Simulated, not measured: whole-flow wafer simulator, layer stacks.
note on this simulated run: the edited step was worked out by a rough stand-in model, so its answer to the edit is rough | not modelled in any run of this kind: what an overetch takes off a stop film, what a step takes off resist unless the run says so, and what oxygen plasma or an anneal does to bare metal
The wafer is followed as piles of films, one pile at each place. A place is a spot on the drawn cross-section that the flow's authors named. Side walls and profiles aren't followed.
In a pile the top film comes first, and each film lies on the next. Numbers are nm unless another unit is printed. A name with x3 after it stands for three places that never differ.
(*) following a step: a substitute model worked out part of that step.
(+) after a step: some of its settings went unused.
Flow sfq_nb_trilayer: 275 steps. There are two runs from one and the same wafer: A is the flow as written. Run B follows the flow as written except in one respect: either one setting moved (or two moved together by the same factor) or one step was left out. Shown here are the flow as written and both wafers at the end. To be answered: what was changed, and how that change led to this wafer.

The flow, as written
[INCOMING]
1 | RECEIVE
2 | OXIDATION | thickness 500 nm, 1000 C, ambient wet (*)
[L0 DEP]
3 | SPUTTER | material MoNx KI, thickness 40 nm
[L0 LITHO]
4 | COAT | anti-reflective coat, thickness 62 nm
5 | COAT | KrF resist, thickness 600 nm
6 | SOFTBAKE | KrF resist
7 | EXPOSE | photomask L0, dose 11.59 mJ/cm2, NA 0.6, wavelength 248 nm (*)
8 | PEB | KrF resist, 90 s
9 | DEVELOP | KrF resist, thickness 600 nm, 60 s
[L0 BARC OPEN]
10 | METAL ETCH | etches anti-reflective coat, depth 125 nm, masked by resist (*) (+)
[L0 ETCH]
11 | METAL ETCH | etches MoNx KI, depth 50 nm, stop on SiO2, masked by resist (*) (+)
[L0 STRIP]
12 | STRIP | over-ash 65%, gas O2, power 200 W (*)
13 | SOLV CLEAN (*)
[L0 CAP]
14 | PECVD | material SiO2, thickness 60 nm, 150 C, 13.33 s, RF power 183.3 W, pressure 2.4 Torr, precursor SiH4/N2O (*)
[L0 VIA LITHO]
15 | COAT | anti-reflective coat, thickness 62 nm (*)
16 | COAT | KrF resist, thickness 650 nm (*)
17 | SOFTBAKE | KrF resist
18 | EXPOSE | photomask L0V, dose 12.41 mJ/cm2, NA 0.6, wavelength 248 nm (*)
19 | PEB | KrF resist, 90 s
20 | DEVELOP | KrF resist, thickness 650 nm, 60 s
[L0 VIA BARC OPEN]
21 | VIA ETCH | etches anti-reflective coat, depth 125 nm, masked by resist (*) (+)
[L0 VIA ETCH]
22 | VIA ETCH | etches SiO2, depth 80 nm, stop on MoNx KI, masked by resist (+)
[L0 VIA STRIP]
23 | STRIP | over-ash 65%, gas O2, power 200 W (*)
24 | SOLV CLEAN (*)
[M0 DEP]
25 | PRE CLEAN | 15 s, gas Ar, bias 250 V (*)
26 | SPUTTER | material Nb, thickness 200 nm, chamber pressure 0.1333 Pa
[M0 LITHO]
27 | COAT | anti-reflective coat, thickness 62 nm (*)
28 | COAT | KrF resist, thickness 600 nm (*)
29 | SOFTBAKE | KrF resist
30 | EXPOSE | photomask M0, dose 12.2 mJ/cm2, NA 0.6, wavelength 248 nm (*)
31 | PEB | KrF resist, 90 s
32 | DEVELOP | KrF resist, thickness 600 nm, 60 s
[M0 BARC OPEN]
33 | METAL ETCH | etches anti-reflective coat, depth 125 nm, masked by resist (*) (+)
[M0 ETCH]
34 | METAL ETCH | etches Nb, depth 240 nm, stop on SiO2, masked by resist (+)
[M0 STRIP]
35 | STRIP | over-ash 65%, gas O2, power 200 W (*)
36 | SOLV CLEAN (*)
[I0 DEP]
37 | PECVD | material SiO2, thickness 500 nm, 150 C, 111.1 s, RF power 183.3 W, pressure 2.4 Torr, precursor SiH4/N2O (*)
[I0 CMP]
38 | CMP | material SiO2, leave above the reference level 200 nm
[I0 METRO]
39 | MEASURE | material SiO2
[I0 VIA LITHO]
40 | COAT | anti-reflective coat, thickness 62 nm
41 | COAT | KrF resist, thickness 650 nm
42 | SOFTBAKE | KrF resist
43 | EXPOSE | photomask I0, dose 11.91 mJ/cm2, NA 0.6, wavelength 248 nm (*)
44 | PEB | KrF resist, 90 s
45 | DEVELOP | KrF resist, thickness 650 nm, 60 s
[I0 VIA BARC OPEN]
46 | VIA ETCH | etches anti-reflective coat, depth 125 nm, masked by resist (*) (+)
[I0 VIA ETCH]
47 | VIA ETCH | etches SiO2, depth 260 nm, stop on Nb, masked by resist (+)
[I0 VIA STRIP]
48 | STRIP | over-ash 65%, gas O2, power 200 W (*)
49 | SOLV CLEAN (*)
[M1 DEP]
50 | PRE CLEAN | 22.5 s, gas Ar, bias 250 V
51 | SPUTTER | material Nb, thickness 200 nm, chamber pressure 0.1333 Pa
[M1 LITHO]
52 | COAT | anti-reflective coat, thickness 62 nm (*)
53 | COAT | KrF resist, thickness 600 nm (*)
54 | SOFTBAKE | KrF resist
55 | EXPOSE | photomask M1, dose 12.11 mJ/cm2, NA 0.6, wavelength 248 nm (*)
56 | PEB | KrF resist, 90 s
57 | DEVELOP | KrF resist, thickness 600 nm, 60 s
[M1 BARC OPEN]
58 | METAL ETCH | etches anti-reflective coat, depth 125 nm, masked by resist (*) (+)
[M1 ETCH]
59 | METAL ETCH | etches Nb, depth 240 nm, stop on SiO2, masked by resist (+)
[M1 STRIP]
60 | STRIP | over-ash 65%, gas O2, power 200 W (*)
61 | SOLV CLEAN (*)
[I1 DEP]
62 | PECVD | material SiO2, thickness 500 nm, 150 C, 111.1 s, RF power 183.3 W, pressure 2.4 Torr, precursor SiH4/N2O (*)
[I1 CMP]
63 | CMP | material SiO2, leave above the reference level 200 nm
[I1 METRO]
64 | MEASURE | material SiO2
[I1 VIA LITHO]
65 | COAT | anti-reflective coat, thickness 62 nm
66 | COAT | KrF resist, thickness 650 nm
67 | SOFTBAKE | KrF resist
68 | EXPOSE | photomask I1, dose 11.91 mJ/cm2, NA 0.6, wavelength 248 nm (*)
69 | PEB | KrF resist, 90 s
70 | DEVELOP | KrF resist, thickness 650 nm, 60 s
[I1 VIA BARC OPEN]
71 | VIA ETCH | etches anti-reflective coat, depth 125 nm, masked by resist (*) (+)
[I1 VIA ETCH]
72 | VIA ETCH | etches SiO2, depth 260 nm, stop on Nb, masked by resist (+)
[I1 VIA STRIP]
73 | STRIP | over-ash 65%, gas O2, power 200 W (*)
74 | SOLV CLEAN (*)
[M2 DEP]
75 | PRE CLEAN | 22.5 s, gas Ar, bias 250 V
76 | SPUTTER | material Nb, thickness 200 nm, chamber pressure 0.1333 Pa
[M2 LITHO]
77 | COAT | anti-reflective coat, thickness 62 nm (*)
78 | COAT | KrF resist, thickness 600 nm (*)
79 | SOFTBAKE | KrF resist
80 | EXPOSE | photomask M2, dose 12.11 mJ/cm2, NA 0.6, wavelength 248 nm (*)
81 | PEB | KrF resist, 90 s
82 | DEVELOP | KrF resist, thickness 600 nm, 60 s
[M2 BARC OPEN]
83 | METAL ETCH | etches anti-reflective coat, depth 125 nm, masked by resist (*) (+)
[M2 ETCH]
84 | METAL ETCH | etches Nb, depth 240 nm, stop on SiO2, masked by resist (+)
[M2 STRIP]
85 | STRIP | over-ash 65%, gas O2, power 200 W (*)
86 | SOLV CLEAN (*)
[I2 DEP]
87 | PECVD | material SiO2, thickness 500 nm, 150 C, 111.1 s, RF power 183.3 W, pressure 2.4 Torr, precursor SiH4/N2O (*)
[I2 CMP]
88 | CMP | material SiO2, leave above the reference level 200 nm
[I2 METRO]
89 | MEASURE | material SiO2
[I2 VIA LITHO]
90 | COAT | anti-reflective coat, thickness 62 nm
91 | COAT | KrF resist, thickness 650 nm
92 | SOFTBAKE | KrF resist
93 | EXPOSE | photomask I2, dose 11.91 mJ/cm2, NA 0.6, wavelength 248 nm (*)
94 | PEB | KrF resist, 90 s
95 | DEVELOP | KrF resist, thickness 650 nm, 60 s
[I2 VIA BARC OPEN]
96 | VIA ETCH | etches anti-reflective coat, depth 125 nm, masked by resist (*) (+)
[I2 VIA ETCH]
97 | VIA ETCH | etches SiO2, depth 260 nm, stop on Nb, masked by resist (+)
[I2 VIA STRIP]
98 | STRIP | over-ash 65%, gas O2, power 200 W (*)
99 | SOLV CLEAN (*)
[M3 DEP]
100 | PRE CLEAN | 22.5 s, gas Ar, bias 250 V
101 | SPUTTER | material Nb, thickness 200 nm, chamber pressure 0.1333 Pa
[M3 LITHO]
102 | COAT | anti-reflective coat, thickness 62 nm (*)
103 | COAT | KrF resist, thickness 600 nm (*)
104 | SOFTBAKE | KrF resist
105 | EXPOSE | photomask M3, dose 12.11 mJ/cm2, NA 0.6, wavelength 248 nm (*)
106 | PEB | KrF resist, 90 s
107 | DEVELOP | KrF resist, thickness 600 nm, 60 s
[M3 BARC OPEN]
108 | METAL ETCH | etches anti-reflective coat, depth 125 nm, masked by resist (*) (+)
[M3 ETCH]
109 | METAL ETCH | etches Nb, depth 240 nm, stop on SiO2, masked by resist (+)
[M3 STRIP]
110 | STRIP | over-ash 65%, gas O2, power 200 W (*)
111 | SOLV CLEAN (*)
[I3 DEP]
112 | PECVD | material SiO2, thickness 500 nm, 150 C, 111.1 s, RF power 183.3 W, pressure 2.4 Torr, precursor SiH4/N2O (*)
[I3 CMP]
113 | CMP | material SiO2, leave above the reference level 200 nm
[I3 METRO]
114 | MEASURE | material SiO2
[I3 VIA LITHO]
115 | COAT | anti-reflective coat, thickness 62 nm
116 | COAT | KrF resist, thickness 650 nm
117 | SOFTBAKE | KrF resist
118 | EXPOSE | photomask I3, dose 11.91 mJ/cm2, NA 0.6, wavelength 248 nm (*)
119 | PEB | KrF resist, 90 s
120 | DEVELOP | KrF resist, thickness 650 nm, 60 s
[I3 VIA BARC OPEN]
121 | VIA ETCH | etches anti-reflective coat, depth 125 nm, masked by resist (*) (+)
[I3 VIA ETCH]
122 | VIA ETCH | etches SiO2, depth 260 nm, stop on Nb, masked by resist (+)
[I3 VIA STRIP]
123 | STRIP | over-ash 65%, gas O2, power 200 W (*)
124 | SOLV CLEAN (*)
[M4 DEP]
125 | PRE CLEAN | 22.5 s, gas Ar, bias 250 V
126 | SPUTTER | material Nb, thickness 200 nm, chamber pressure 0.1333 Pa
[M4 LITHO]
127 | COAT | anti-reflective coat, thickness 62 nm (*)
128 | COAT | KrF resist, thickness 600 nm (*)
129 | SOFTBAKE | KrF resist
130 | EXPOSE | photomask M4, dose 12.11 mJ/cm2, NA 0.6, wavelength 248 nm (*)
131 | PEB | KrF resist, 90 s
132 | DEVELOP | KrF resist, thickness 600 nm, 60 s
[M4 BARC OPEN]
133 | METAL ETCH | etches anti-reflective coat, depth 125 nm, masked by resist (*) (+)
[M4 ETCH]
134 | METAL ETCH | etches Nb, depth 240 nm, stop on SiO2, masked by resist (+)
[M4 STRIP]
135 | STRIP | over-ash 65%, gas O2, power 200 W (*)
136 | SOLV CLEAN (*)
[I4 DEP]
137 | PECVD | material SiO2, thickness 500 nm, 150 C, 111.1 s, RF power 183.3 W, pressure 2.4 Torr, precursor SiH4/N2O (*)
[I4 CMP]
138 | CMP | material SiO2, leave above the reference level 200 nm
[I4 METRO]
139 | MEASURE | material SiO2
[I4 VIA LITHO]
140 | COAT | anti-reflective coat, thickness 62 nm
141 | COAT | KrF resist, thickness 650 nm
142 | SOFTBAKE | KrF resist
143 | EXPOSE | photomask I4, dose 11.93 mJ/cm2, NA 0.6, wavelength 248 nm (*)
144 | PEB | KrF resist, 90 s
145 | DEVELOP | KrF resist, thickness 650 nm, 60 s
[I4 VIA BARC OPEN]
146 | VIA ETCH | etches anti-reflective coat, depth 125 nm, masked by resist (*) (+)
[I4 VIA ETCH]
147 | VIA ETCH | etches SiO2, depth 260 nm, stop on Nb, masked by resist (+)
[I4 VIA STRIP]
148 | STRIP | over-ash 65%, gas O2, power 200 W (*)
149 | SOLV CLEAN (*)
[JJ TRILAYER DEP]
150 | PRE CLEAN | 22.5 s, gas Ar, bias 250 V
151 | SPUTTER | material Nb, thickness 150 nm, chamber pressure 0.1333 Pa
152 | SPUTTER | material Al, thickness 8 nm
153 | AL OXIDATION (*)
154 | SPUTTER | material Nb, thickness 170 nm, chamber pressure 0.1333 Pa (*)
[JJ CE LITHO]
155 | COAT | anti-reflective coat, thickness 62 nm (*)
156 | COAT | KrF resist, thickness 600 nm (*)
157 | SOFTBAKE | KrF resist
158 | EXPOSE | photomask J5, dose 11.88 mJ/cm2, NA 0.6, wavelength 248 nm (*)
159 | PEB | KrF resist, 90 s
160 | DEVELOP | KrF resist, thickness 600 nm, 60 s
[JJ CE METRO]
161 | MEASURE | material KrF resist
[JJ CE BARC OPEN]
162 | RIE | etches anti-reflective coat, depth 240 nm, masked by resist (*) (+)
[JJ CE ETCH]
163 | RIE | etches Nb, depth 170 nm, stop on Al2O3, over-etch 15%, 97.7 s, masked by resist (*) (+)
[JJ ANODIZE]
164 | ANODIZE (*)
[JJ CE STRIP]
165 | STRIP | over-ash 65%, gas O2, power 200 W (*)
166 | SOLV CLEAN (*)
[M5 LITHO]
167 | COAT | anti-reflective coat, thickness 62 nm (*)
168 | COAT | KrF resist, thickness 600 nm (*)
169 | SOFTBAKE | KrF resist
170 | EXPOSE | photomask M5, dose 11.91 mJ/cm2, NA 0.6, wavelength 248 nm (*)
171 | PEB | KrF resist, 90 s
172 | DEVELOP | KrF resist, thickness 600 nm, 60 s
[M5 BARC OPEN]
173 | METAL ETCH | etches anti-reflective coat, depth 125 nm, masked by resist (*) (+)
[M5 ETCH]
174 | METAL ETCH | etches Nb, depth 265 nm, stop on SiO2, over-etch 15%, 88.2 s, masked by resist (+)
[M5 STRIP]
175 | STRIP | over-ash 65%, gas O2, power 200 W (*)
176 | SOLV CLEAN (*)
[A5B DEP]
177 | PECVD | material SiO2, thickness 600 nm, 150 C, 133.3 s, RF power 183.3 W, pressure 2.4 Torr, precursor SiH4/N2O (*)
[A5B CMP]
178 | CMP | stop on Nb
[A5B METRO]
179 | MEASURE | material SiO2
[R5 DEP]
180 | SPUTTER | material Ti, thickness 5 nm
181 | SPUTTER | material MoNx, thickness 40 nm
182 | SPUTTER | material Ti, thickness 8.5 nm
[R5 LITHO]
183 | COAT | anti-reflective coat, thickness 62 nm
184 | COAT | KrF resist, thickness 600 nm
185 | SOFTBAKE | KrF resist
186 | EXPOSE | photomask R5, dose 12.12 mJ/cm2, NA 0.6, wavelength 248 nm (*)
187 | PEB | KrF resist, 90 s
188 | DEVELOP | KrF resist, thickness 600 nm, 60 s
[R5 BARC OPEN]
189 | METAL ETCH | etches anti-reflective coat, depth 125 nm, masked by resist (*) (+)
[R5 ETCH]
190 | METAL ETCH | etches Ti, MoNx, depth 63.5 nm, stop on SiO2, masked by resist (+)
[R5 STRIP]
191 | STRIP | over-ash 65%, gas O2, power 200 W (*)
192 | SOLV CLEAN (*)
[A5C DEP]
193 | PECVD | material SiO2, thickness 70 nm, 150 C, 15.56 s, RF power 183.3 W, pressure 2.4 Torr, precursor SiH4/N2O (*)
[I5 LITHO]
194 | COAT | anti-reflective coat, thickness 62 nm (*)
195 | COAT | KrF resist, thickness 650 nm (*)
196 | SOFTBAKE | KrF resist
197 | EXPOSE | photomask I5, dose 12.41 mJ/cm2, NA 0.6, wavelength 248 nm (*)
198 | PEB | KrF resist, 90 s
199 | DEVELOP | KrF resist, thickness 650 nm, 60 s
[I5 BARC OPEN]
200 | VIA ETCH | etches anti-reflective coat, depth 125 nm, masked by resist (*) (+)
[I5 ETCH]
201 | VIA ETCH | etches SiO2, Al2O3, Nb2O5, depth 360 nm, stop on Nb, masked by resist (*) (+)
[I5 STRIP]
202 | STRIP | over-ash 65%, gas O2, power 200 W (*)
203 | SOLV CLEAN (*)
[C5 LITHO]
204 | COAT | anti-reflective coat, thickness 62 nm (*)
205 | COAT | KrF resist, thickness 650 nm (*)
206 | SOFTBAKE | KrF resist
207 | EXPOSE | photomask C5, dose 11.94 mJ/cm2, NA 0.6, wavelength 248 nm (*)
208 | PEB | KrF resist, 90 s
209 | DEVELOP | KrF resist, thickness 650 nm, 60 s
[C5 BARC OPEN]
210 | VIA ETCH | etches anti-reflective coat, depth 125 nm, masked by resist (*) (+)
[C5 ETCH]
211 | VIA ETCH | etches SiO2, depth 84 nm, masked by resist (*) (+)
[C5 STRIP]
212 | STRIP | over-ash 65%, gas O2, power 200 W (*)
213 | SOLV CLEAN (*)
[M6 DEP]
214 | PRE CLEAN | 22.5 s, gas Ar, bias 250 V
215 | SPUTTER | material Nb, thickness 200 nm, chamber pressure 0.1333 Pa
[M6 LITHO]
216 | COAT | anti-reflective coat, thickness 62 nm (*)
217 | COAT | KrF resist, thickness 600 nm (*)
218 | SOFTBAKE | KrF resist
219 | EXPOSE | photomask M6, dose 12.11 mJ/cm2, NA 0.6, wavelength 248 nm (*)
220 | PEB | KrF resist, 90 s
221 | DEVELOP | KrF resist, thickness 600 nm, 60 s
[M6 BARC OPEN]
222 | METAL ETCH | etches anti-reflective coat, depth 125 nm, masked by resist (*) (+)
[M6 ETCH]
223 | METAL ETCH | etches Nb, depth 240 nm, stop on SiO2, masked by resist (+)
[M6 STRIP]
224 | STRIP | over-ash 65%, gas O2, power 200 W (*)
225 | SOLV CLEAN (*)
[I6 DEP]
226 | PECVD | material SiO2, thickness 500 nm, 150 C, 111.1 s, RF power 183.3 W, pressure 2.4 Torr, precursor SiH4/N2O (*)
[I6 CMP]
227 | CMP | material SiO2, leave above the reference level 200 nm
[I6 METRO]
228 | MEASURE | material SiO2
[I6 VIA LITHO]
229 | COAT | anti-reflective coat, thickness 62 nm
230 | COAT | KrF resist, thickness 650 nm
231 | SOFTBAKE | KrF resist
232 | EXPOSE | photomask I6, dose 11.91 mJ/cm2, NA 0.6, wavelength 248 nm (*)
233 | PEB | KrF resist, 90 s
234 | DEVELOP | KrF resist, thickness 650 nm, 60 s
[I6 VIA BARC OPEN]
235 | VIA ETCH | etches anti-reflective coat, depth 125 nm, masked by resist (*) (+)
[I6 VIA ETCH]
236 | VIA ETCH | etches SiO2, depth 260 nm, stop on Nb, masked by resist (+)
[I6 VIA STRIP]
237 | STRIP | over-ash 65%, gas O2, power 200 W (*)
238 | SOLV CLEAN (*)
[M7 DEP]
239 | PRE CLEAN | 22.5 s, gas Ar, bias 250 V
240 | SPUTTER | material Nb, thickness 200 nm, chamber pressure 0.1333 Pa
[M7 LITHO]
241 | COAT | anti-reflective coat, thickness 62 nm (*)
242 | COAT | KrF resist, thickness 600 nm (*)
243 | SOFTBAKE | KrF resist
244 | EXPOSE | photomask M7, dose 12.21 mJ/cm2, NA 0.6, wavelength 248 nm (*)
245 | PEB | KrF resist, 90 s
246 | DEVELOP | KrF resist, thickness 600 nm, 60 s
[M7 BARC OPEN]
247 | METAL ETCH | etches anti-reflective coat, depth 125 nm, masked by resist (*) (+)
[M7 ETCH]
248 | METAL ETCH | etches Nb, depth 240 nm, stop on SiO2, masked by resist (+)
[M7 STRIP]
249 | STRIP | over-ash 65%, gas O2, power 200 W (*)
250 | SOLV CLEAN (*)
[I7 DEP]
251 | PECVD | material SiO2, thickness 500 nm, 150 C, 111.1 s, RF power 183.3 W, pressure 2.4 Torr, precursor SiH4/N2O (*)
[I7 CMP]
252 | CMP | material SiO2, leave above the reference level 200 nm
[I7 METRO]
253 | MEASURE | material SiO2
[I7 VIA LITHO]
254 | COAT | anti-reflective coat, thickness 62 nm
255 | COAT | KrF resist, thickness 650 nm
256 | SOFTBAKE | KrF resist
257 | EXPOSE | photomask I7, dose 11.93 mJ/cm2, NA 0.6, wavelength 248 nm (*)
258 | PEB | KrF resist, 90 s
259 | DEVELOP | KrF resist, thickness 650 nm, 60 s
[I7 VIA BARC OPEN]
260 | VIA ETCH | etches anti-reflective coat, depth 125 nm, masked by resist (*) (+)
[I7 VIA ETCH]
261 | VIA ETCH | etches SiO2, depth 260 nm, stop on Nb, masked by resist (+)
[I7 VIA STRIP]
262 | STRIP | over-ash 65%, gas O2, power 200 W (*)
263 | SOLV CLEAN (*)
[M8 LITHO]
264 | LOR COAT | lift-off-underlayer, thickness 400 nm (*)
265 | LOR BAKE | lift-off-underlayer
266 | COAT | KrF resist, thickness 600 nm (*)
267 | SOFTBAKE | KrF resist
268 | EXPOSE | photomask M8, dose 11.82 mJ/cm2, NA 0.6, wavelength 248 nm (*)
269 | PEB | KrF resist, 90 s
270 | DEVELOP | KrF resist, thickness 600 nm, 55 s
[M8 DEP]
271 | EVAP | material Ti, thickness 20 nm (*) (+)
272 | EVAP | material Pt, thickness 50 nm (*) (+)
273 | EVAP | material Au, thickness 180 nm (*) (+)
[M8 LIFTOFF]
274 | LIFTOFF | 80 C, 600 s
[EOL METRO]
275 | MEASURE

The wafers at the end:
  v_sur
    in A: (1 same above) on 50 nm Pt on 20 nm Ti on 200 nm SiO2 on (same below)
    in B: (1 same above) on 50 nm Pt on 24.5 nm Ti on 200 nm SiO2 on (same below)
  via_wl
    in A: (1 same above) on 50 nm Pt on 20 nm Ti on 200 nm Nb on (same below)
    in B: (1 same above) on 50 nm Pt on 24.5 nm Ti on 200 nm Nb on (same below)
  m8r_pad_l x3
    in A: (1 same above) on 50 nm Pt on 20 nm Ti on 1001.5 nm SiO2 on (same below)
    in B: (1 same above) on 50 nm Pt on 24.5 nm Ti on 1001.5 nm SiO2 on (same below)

Cause: step 271, EVAP: thickness 24.5 nm was run, though the flow has thickness 20 nm.
The wafer itself shows it: v_sur has Ti 24.5, and step 271 as written asks for 20 nm.

The path from the change to this, step by step:
  271 | EVAP | material Ti, thickness 20 nm (*) (+)
      field_l, v_sur, via_wl and 103 more: A Ti gains 20 (new film) | B Ti gains 24.5 (new film)
  274 | LIFTOFF | 80 C, 600 s
      p4_fl x3, p4_w1 x9, p4_g1 x2 and 60 more: A Au loses 180 (all of it), Pt loses 50 (all of it), Ti loses 20 (all of it), KrF resist loses 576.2 (all of it), lift-off-underlayer loses 400 (all of it) | B Au loses 180 (all of it), Pt loses 50 (all of it), Ti loses 24.5 (all of it), KrF resist loses 576.2 (all of it), lift-off-underlayer loses 400 (all of it)
      c5j, ce_r: A Au loses 180 (all of it), Pt loses 50 (all of it), Ti loses 20 (all of it), KrF resist loses 573.3 (all of it), lift-off-underlayer loses 399.3 (all of it) | B Au loses 180 (all of it), Pt loses 50 (all of it), Ti loses 24.5 (all of it), KrF resist loses 573.3 (all of it), lift-off-underlayer loses 399.3 (all of it)
      (and at 19 other places as well)
